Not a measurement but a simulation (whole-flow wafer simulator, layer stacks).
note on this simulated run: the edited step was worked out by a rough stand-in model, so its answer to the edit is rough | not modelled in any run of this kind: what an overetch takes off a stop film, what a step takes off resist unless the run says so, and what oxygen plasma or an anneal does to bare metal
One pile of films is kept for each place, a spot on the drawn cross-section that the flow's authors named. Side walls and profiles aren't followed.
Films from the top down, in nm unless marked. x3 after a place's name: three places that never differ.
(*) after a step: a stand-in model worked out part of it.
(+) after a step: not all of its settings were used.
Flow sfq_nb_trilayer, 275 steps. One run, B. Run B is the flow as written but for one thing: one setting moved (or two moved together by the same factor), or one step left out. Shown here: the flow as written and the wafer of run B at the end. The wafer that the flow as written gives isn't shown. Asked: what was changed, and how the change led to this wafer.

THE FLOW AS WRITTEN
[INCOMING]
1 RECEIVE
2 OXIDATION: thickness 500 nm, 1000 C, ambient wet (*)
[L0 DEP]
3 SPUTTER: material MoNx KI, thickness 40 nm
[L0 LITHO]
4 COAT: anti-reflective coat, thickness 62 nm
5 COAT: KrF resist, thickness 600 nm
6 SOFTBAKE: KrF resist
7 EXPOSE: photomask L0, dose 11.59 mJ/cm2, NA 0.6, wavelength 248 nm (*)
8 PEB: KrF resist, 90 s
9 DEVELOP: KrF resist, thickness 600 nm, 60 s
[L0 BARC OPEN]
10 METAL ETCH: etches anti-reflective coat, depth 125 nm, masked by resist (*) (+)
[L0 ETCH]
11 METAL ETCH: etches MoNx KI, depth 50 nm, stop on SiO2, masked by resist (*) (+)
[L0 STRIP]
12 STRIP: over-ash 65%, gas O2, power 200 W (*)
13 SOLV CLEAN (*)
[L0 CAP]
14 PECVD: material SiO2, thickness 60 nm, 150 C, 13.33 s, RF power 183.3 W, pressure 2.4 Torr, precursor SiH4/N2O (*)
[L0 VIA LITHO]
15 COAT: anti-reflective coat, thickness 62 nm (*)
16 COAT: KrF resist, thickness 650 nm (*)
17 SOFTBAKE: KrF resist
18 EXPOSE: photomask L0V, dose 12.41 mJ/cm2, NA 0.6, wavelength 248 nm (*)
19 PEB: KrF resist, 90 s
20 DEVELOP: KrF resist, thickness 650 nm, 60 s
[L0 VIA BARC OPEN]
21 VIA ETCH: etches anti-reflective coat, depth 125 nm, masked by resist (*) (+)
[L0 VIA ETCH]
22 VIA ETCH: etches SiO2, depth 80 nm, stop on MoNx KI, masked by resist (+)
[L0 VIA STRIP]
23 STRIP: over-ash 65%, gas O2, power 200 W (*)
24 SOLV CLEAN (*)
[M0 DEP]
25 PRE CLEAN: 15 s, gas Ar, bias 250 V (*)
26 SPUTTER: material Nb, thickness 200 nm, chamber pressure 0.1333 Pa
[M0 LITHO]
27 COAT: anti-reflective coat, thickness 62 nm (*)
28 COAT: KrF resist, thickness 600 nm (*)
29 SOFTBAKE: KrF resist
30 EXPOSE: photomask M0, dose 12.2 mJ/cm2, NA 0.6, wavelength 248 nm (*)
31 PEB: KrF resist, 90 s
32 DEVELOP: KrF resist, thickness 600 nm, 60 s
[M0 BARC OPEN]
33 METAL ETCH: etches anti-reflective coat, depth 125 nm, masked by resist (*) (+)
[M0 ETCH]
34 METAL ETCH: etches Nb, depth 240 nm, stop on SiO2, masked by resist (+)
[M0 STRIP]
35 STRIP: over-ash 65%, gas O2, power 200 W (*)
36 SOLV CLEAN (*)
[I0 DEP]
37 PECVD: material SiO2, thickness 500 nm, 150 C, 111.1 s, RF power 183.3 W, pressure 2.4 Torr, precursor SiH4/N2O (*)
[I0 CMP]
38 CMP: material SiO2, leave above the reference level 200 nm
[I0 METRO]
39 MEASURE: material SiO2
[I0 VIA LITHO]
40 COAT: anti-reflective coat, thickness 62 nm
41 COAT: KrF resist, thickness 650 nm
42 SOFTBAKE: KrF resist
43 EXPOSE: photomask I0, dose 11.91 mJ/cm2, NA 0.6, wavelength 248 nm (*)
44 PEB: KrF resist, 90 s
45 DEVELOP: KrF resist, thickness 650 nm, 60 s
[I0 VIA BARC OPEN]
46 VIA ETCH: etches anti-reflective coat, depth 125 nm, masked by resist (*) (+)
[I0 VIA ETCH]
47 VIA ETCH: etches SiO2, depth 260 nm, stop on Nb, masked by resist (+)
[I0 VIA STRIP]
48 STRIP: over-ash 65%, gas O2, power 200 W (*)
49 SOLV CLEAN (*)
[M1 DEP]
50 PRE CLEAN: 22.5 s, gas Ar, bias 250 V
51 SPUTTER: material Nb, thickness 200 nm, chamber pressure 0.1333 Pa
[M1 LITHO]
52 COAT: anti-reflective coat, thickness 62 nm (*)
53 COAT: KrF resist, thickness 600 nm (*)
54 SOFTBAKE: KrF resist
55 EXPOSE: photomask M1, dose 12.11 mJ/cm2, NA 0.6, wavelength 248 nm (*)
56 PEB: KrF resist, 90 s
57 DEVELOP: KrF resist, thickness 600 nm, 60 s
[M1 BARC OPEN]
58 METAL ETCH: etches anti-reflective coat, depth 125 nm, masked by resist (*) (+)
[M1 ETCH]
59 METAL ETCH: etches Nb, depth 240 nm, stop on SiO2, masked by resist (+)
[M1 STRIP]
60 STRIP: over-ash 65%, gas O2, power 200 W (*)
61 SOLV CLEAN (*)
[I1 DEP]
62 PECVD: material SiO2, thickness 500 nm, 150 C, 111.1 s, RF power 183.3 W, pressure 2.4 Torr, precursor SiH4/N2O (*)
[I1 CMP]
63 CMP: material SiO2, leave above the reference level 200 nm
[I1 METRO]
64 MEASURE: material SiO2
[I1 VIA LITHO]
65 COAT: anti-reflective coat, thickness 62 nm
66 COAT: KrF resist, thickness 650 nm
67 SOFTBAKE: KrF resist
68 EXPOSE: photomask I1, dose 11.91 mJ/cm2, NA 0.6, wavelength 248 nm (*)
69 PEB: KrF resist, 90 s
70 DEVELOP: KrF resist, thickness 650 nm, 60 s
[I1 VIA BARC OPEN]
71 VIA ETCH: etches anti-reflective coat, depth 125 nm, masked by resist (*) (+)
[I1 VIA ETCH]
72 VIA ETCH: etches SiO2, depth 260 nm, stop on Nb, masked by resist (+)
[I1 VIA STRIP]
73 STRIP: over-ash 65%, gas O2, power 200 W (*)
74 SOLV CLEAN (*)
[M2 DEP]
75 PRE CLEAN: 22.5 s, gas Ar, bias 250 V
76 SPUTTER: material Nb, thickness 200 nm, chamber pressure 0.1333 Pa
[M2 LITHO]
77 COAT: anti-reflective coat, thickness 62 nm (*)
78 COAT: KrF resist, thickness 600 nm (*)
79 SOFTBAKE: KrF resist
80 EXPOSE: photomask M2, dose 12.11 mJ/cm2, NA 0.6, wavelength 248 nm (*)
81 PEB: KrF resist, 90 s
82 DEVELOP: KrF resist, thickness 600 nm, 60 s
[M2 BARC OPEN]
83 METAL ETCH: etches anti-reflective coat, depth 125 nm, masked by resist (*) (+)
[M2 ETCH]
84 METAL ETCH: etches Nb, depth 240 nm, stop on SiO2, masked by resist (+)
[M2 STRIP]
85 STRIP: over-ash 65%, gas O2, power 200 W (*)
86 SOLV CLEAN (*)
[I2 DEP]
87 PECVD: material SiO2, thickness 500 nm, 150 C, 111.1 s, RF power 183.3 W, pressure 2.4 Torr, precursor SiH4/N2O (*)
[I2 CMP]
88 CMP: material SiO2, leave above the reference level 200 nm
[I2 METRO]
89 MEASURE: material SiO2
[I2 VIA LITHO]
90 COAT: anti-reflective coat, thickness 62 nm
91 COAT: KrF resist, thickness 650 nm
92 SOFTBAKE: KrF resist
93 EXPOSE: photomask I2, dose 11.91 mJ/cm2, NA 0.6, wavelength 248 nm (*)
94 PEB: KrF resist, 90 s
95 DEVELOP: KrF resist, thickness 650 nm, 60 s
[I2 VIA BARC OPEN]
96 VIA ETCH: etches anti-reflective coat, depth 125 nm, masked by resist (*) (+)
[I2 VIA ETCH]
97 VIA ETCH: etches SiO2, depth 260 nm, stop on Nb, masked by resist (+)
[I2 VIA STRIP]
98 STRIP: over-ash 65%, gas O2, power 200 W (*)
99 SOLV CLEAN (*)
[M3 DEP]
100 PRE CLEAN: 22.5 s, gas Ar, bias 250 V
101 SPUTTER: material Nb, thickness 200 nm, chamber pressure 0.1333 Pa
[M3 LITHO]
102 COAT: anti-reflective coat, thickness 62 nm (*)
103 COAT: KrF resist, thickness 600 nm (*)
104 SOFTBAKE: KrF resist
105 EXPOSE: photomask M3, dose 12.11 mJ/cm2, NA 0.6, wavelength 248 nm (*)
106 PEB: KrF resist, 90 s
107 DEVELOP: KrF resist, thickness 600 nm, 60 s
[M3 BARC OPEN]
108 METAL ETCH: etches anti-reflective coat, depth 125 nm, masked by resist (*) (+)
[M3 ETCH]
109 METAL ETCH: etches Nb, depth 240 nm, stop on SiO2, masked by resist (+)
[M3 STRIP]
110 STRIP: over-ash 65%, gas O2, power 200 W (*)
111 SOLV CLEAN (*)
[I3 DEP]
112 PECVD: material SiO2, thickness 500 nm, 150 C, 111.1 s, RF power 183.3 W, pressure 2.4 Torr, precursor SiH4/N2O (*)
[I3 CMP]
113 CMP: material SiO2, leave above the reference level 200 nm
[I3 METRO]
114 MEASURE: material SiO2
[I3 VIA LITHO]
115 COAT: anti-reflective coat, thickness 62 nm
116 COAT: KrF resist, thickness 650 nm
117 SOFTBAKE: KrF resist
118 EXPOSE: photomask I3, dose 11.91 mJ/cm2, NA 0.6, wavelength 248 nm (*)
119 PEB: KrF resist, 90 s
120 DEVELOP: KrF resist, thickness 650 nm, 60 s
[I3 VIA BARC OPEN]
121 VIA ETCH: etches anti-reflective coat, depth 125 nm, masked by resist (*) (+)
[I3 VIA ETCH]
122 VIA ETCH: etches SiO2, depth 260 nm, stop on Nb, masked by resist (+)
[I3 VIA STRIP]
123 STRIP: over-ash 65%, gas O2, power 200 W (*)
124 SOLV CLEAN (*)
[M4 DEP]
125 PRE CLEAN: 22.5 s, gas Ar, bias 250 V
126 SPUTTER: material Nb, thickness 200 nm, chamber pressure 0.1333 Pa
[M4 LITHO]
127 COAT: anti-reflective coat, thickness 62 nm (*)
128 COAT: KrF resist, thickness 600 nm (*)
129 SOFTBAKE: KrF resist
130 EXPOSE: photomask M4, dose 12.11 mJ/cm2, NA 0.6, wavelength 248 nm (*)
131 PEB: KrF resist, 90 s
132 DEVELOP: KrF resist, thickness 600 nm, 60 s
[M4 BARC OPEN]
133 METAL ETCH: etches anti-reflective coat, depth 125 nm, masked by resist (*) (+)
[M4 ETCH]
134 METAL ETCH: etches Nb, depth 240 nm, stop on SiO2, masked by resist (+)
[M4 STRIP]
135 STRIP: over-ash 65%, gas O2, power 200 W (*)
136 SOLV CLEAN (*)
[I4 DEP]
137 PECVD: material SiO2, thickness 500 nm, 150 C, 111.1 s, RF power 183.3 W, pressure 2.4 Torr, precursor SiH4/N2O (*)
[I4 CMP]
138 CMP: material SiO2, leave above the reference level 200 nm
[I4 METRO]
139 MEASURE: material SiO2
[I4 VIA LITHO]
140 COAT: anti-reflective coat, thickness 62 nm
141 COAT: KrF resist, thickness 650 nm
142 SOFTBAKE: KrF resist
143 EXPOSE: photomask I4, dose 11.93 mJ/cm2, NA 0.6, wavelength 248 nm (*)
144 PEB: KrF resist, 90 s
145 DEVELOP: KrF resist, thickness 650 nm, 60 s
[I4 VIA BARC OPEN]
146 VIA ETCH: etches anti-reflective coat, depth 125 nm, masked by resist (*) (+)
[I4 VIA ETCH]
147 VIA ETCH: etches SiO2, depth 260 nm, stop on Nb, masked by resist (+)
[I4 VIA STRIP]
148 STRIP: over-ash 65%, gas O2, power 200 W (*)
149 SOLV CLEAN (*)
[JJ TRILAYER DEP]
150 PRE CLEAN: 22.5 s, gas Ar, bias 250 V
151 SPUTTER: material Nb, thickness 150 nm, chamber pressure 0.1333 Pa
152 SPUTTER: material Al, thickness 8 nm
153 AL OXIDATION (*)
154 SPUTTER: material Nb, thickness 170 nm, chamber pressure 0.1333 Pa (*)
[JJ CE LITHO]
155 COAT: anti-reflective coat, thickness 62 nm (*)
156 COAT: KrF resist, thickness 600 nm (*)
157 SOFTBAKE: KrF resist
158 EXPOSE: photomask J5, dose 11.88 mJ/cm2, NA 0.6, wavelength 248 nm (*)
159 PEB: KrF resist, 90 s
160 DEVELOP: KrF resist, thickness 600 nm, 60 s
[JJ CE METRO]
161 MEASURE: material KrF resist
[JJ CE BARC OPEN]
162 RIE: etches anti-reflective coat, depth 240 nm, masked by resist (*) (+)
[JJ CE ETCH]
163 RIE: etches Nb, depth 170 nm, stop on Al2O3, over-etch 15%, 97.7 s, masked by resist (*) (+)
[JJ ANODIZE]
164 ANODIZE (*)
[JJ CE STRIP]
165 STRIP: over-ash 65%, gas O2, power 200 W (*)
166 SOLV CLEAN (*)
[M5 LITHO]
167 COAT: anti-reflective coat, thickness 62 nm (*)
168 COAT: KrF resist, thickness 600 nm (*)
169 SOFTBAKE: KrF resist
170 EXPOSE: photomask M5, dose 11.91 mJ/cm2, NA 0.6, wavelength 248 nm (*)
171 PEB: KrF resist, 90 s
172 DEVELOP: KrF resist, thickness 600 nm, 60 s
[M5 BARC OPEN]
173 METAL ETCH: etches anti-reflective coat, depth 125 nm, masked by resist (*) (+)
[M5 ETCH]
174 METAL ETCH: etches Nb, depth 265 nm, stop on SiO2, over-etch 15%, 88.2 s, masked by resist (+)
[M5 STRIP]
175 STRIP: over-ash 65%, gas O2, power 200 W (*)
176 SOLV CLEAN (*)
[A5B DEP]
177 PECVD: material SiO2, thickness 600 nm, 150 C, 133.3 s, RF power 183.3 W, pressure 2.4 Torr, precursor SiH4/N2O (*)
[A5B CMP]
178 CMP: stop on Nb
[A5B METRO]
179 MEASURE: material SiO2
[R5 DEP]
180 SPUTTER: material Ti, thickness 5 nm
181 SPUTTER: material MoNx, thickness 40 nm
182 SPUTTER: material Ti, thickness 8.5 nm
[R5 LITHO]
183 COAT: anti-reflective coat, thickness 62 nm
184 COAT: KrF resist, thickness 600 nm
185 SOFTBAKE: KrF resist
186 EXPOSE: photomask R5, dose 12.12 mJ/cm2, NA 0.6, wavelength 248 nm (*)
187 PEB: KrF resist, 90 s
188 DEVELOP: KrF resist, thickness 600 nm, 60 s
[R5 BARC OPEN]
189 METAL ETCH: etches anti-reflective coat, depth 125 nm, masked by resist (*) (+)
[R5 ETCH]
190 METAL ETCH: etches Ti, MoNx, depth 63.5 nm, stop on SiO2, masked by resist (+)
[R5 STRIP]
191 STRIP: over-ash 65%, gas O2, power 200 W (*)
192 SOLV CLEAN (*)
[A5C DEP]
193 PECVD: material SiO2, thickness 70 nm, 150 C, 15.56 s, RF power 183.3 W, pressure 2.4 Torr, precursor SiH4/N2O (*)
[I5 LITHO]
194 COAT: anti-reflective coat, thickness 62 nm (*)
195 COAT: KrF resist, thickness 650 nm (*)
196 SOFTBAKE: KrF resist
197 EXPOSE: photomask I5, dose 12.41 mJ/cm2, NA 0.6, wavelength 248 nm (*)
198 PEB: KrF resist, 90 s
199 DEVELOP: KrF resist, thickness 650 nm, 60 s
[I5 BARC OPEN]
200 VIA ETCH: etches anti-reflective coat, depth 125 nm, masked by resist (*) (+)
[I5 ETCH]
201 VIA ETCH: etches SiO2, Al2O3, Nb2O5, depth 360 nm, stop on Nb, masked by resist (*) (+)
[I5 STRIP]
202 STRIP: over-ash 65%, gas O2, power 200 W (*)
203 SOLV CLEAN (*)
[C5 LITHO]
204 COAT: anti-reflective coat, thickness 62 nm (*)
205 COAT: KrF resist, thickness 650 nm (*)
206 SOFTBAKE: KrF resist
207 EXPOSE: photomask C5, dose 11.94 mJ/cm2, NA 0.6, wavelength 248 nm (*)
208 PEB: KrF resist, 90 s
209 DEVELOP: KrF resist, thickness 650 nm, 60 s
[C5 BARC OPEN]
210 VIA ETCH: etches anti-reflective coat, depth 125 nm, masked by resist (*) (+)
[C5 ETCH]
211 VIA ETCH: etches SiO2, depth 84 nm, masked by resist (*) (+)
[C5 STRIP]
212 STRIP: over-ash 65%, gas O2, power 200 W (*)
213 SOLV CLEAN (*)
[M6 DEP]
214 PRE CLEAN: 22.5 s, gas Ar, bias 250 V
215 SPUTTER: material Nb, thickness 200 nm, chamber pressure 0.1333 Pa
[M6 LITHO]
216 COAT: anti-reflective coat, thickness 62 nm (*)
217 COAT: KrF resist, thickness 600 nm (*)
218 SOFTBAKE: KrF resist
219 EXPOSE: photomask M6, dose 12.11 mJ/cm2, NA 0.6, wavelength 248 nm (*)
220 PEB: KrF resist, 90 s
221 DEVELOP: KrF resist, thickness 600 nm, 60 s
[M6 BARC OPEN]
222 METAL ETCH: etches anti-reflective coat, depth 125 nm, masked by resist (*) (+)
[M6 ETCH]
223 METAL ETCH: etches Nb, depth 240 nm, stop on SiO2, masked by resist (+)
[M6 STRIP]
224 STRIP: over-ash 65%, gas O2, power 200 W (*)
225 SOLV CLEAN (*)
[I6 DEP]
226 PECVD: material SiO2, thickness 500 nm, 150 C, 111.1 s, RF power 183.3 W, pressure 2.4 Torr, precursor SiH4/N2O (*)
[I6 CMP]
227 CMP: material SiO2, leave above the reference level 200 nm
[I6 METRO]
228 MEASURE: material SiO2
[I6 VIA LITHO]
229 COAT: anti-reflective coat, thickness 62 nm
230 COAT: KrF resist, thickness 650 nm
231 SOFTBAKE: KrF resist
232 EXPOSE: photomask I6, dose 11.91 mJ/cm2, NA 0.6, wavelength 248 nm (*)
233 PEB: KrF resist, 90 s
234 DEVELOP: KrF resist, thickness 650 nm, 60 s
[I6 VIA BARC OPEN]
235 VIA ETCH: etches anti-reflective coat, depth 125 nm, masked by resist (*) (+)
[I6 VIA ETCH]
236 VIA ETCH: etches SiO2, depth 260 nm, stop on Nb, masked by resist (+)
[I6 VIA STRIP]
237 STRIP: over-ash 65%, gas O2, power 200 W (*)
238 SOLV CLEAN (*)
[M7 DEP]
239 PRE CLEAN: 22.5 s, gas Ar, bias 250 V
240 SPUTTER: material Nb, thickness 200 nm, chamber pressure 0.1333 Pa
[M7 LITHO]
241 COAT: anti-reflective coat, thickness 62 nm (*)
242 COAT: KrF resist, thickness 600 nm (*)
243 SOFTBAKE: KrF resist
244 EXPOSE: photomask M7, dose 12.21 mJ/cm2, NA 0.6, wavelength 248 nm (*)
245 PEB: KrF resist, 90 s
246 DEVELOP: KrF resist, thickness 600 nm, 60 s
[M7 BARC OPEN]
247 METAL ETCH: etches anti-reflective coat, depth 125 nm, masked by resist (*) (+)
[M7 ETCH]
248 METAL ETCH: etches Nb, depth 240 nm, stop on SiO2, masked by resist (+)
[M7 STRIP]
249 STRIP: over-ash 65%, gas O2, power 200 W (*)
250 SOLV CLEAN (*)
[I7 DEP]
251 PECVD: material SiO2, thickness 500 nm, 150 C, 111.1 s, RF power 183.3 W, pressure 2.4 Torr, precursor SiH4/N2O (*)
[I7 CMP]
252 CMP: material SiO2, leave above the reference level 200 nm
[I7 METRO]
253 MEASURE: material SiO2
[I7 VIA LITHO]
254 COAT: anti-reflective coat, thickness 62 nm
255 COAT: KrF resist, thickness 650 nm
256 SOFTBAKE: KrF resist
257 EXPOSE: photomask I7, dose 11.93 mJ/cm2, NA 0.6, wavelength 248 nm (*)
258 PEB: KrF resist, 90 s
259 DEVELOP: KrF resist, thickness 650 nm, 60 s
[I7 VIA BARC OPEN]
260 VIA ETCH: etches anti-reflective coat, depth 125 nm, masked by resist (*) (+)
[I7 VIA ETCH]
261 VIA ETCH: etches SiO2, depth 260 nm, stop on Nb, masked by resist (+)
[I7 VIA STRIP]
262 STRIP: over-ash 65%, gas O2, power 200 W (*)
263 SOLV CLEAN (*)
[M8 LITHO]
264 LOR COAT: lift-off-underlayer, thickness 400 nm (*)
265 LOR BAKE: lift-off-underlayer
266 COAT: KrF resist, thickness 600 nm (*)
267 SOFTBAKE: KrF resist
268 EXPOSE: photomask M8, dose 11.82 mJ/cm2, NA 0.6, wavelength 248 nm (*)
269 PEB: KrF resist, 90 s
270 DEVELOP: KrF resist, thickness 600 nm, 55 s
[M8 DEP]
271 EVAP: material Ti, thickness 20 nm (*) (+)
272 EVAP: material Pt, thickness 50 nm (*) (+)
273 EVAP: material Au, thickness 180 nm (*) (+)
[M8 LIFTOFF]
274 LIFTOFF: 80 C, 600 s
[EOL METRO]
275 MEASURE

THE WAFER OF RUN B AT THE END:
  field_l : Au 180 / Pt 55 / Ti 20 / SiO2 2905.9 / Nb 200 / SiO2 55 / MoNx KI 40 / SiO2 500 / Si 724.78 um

The cause: step 272, EVAP: thickness 55 nm was run, where the flow has thickness 50 nm.
It can be read off the wafer: field_l has Pt 55, and step 272 as written asks for 50 nm.

How the change led to this, step by step:
  272 EVAP: material Pt, thickness 50 nm (*) (+)
      field_l, v_sur, via_wl and 103 more: Pt +55 (new film) (as written it would be: Pt +50 (new film))
  274 LIFTOFF: 80 C, 600 s
      p4_fl, p4_fm, p4_w1 and 71 more: Au -180 (all of it), Pt -55 (all of it), Ti -20 (all of it), KrF resist -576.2 (all of it), lift-off-underlayer -400 (all of it) (as written it would be: Au -180 (all of it), Pt -50 (all of it), Ti -20 (all of it), KrF resist -576.2 (all of it), lift-off-underlayer -400 (all of it))
      c5j, ce_r: Au -180 (all of it), Pt -55 (all of it), Ti -20 (all of it), KrF resist -573.3 (all of it), lift-off-underlayer -399.3 (all of it) (as written it would be: Au -180 (all of it), Pt -50 (all of it), Ti -20 (all of it), KrF resist -573.3 (all of it), lift-off-underlayer -399.3 (all of it))
      (and at 19 more places)
